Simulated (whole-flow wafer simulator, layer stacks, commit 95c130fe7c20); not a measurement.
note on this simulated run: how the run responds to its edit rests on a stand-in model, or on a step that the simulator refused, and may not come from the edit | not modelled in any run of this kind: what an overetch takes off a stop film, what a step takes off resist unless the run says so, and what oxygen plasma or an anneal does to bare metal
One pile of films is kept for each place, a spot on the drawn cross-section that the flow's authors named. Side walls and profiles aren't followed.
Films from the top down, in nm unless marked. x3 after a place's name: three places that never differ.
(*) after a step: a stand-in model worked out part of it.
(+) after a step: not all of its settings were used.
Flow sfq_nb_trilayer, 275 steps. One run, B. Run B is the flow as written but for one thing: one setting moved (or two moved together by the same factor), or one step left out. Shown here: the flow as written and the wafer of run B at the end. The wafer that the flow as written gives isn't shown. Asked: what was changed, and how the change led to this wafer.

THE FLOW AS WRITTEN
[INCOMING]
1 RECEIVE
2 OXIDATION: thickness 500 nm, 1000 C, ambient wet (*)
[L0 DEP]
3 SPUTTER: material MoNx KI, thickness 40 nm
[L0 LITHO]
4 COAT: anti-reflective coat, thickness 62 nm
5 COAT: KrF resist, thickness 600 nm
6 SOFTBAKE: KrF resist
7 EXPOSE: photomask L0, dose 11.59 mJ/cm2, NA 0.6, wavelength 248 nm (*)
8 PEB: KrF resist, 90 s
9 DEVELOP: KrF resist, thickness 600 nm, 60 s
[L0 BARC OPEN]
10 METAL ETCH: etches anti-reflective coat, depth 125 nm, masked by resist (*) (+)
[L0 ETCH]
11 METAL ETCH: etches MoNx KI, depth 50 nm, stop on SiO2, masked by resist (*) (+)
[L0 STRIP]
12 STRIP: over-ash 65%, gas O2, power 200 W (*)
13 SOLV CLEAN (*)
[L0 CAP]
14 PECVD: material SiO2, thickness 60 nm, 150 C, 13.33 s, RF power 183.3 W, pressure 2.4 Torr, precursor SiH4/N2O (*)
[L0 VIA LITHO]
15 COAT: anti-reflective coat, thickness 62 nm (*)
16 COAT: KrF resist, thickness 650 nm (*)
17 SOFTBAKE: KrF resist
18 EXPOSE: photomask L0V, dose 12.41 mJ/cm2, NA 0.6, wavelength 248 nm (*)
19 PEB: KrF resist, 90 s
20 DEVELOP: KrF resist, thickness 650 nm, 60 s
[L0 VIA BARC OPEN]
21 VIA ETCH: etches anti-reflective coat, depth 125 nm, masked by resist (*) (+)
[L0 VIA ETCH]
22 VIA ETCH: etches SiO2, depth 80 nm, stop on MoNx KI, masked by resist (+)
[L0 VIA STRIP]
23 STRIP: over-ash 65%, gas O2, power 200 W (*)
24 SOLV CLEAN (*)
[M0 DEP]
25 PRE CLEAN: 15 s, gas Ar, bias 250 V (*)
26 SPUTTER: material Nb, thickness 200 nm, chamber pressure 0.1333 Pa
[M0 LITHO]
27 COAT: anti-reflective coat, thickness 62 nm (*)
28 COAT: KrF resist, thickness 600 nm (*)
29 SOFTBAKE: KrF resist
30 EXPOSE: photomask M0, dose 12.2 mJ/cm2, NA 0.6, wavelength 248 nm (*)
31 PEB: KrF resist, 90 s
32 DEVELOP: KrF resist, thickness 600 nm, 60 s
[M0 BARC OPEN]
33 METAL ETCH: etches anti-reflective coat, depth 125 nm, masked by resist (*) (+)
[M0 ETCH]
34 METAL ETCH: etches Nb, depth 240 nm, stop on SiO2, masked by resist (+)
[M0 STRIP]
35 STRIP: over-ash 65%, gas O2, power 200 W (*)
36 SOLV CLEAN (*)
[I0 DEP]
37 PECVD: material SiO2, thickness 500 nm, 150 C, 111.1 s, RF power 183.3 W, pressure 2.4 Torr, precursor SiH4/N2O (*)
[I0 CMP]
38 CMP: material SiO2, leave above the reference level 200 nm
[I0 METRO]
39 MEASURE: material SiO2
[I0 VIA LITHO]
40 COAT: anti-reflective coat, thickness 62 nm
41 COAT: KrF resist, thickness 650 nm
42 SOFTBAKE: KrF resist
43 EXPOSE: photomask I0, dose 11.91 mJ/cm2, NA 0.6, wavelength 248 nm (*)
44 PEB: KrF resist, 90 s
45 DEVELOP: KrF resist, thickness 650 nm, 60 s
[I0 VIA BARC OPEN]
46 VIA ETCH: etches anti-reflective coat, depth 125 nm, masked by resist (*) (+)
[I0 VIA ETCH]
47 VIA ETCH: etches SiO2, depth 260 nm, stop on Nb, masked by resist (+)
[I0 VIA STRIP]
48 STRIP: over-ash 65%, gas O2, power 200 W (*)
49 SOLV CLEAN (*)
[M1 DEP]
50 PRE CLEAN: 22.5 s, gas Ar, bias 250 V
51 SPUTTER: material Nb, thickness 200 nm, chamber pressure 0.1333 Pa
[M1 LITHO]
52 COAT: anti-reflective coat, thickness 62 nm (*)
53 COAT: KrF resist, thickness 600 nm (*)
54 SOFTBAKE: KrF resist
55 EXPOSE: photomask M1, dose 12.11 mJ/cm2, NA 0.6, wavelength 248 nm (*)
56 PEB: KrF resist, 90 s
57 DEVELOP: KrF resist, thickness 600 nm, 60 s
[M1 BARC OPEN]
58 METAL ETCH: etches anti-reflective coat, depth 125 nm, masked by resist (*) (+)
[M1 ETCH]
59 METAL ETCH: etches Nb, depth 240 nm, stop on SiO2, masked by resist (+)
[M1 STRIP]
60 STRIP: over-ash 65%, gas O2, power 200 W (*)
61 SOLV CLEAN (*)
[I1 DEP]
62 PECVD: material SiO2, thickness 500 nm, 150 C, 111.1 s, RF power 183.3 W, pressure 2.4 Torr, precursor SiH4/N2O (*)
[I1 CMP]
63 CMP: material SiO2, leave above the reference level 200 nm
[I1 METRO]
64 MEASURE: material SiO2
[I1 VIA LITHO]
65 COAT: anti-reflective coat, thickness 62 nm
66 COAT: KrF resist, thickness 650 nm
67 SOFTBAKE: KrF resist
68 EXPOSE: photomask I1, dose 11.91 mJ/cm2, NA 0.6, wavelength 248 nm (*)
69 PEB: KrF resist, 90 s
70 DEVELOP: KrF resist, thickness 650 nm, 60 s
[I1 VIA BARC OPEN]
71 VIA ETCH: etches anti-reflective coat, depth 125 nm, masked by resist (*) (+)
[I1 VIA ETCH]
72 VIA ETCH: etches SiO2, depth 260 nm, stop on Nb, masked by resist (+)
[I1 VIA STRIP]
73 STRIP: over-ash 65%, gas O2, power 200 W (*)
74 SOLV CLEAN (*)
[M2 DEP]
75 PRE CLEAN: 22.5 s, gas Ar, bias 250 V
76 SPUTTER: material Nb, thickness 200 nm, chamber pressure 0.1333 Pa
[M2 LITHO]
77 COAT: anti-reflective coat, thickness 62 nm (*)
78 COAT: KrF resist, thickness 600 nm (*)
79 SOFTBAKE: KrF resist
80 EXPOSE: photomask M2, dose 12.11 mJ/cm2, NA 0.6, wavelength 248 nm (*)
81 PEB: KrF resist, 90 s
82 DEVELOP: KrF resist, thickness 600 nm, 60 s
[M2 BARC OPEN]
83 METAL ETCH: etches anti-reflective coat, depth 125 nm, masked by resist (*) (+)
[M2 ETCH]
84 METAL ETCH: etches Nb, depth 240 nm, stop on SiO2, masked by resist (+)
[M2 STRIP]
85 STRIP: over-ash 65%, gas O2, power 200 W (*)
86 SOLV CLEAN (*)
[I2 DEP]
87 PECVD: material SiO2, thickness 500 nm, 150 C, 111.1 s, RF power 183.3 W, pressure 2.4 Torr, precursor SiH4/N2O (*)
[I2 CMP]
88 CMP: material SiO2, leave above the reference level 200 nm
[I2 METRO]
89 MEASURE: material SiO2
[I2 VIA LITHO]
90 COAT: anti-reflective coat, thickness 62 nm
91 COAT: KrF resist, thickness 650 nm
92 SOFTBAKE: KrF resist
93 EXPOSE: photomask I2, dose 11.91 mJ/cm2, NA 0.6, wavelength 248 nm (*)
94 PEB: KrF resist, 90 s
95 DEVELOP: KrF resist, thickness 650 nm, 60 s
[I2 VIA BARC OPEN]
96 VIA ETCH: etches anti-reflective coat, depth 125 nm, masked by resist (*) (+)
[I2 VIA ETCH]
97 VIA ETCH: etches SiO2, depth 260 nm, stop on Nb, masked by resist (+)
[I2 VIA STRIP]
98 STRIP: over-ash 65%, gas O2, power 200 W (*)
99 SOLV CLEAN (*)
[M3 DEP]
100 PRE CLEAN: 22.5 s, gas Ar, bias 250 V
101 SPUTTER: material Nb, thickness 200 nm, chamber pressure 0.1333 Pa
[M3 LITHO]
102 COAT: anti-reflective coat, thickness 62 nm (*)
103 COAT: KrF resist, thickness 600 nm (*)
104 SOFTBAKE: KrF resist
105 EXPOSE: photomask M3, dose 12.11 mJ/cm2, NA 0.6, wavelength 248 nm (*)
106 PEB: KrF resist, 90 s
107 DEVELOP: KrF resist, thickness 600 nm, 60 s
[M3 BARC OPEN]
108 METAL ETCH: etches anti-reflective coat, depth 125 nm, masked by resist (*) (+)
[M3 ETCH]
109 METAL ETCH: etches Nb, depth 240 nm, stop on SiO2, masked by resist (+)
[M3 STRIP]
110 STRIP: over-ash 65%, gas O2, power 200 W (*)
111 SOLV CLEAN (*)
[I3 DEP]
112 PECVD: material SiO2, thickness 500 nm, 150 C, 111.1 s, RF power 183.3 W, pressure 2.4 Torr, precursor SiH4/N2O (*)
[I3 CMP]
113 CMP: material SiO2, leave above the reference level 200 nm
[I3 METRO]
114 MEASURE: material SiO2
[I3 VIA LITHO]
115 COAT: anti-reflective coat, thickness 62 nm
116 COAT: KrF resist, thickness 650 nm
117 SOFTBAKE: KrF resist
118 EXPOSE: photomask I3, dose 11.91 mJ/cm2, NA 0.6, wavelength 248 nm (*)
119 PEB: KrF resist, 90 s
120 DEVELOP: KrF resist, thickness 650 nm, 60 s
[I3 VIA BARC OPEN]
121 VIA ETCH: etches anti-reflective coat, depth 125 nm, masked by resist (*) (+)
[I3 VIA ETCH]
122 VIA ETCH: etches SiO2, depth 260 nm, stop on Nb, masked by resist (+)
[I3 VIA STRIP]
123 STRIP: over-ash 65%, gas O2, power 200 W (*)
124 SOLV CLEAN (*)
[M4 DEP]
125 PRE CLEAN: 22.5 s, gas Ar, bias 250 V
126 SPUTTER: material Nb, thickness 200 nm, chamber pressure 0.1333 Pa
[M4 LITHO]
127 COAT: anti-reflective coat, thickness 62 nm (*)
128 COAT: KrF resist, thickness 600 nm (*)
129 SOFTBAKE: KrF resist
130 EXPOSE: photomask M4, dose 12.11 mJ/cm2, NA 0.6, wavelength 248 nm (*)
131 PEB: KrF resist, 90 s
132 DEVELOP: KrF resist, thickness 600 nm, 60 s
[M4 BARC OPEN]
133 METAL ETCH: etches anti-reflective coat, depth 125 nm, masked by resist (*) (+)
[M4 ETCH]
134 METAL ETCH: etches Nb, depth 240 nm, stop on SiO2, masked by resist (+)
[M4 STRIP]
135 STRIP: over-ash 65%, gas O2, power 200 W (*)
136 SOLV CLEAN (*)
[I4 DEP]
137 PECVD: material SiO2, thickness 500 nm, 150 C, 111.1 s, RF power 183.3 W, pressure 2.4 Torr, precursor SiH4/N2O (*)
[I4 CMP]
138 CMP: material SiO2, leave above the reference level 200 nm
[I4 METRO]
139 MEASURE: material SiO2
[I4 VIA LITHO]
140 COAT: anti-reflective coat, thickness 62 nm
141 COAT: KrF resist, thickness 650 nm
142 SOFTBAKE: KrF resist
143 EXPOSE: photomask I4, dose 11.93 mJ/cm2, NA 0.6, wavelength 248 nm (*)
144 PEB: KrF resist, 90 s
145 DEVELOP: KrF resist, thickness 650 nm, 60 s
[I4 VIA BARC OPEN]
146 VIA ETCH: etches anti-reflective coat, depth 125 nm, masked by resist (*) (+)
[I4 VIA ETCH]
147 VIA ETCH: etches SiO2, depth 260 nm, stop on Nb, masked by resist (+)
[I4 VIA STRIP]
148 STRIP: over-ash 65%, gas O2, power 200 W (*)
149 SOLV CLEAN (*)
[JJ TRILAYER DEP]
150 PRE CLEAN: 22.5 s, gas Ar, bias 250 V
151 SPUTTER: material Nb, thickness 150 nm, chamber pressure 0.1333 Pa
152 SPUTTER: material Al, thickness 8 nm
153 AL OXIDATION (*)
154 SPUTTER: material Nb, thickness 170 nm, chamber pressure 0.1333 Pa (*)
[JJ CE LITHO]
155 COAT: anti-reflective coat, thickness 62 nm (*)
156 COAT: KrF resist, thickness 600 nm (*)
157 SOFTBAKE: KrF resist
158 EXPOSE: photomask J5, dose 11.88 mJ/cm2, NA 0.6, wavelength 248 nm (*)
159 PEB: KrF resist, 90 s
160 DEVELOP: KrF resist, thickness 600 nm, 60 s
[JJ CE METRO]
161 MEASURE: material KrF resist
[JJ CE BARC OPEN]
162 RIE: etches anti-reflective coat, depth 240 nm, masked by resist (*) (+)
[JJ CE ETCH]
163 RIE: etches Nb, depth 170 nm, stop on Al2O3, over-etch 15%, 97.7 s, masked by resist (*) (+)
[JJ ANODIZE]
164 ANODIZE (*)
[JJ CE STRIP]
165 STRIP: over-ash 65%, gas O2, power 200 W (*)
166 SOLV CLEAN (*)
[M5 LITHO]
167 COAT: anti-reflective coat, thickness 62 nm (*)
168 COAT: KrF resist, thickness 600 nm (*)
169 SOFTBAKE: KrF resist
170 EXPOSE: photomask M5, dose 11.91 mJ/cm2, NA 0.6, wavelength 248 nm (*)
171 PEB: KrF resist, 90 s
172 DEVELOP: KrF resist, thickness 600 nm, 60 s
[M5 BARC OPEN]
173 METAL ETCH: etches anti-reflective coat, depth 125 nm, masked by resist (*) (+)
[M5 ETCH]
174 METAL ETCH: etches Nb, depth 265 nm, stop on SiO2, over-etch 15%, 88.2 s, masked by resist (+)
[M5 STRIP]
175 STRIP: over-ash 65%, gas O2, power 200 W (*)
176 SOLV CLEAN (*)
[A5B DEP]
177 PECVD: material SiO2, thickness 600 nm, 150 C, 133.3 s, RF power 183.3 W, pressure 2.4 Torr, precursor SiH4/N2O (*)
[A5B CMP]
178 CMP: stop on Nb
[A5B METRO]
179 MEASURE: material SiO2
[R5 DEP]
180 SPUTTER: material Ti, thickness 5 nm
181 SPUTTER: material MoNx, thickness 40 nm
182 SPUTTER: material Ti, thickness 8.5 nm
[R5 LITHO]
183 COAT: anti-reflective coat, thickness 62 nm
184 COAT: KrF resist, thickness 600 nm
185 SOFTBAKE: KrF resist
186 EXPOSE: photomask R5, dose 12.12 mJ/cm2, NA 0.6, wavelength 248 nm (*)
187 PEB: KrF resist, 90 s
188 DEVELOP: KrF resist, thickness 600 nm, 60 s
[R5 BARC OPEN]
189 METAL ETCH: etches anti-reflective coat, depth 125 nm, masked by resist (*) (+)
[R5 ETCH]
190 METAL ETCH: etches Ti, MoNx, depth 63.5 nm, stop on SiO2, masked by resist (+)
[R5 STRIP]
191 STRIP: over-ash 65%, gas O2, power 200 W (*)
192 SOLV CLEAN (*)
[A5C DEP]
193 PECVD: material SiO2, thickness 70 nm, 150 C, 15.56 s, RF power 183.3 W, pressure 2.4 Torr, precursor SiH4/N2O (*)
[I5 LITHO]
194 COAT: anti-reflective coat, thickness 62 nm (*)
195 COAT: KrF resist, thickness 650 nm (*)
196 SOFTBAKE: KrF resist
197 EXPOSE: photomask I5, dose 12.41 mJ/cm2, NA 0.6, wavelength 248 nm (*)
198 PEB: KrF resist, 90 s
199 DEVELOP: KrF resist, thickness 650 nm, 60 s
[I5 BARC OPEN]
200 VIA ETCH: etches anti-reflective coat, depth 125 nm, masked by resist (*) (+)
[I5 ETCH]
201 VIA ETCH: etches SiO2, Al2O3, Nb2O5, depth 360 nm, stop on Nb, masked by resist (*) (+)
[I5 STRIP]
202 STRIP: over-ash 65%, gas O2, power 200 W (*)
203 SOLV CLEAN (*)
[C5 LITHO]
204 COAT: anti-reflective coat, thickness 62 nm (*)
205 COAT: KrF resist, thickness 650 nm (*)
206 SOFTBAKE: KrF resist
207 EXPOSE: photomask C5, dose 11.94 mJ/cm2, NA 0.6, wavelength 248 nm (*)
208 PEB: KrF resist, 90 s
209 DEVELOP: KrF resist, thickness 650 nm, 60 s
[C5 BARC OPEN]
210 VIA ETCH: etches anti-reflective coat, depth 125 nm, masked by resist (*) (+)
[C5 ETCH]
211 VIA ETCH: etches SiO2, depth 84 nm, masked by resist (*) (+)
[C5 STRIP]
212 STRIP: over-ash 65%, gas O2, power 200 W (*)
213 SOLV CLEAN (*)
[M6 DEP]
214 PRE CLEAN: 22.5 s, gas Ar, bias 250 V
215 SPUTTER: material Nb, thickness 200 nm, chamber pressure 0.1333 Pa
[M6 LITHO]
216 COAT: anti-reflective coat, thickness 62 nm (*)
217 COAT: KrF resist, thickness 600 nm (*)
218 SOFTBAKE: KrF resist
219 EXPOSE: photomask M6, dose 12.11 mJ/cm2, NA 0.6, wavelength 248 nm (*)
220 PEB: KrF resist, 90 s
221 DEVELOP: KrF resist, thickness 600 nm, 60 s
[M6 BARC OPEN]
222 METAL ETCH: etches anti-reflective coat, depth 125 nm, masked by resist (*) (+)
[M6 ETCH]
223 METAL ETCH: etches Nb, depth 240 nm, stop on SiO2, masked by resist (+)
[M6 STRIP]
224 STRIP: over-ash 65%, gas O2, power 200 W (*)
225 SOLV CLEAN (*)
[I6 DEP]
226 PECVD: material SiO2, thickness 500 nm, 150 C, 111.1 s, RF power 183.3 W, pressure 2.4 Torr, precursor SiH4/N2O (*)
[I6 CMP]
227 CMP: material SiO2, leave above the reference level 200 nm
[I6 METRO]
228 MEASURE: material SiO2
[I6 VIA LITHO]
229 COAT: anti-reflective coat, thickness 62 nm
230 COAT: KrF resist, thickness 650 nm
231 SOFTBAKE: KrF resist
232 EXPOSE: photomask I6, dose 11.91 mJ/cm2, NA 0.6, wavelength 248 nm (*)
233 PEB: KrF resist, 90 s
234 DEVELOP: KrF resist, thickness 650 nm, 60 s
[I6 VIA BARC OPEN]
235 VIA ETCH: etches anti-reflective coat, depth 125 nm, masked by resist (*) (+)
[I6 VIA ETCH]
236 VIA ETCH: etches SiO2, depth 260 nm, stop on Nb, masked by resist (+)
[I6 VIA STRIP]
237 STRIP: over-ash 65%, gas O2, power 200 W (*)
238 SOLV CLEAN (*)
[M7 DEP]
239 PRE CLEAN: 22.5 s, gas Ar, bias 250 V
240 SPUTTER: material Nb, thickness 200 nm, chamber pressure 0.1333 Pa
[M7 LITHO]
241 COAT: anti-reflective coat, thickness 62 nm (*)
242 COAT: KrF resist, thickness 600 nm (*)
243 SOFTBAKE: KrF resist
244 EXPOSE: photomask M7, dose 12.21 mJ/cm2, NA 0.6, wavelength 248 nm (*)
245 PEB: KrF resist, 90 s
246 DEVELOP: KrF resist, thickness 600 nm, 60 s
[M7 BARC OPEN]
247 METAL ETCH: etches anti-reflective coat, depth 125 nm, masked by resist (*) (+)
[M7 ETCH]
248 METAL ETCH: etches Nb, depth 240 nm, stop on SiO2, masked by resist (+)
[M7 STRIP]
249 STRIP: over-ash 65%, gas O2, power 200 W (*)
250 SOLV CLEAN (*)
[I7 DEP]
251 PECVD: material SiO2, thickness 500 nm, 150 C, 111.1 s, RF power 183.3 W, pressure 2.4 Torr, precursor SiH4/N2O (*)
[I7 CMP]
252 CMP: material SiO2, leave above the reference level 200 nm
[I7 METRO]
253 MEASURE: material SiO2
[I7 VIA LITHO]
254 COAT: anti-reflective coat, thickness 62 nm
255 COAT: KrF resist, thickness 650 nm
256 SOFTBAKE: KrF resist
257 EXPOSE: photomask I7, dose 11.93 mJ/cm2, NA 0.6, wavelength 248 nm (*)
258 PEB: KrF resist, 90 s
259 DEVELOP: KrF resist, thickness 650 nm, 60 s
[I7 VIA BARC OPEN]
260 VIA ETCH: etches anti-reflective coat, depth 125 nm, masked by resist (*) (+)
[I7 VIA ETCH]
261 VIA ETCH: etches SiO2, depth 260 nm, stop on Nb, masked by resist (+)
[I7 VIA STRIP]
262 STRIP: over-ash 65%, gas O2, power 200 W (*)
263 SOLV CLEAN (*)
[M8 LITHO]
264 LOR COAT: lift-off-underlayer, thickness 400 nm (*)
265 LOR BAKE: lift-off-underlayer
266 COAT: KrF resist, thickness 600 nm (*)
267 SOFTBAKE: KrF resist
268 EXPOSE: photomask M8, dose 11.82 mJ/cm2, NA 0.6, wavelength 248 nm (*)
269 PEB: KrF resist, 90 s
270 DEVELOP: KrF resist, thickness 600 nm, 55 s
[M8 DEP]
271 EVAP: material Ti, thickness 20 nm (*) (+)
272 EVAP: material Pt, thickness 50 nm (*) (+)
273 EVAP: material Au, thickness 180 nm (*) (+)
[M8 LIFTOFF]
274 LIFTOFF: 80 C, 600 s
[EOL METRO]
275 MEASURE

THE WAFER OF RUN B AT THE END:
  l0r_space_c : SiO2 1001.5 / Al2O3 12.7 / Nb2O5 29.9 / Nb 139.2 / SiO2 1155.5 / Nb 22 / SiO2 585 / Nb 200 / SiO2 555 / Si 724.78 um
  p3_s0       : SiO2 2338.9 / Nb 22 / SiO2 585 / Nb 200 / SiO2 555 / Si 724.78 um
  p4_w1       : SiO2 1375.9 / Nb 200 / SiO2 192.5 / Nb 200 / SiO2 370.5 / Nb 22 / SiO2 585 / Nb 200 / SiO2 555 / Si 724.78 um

The cause: step 83, METAL ETCH: etches anti-reflective coat, depth 125 nm, masked by resist (*) (+), was left out.

How the change led to this, step by step:
  84 METAL ETCH: etches Nb, depth 240 nm, stop on SiO2, masked by resist (+)
      p4_fl, p4_fm, p4_w1 and 59 more: anti-reflective coat -62 (all of it), Nb -178 (as written it would be: Nb -200 (all of it))
      moat, field_r, lsp_l and 6 more: anti-reflective coat -61.8 (all of it), Nb -178.2 (as written it would be: Nb -200 (all of it))
      (and at 13 more places)
  85 STRIP: over-ash 65%, gas O2, power 200 W (*)
      wl_j_sl, wl_jj, wl_j_sr and 12 more: KrF resist -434 (all of it), anti-reflective coat -62 (all of it) (as written it would be: KrF resist -382.4 (all of it), anti-reflective coat -62 (all of it))
      v_sur: KrF resist -431.7 (all of it), anti-reflective coat -61.4 (all of it) (as written it would be: KrF resist -380 (all of it), anti-reflective coat -61.4 (all of it))
      (and at 6 more places)
  87 PECVD: material SiO2, thickness 500 nm, 150 C, 111.1 s, RF power 183.3 W, pressure 2.4 Torr, precursor SiH4/N2O (*)
      field_l, be, be_sur and 81 more: SiO2 +500 (new film) (as written it would be: SiO2 +500)
  88 CMP: material SiO2, leave above the reference level 200 nm
      p4_fl, p4_fm, p4_w1 and 59 more: SiO2 -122 (as written it would be: SiO2 -100)
      moat, field_r, lsp_l and 6 more: SiO2 -121.8 (as written it would be: SiO2 -100)
      (and at 13 more places)
  167 COAT: anti-reflective coat, thickness 62 nm (*)
      jj_sur: anti-reflective coat +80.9 (new film) (as written it would be: anti-reflective coat +82.6 (new film))
      ce_l: anti-reflective coat +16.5 (new film) (as written it would be: anti-reflective coat +19.6 (new film))
      (and at 1 more place)
  175 STRIP: over-ash 65%, gas O2, power 200 W (*)
      jj_sur: KrF resist -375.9 (all of it), anti-reflective coat -80.9 (all of it) (as written it would be: KrF resist -374.7 (all of it), anti-reflective coat -82.6 (all of it))
      ce_l: KrF resist -302.3 (all of it), anti-reflective coat -16.5 (all of it) (as written it would be: KrF resist -299.6 (all of it), anti-reflective coat -19.6 (all of it))
      (and at 1 more place)
Counting metal films that touch as one body, l0r_space_c has 3 bodies (between them, from the top down: SiO2 1155.5; SiO2 585); the flow as written gives 2 bodies (between them, from the top down: SiO2 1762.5).
Counting metal films that touch as one body, p3_s0 has 2 bodies (between them, from the top down: SiO2 585); the flow as written gives 1 body.
Counting metal films that touch as one body, p4_w1 has 4 bodies (between them, from the top down: SiO2 192.5; SiO2 370.5; SiO2 585); the flow as written gives 3 bodies (between them, from the top down: SiO2 192.5; SiO2 977.5).
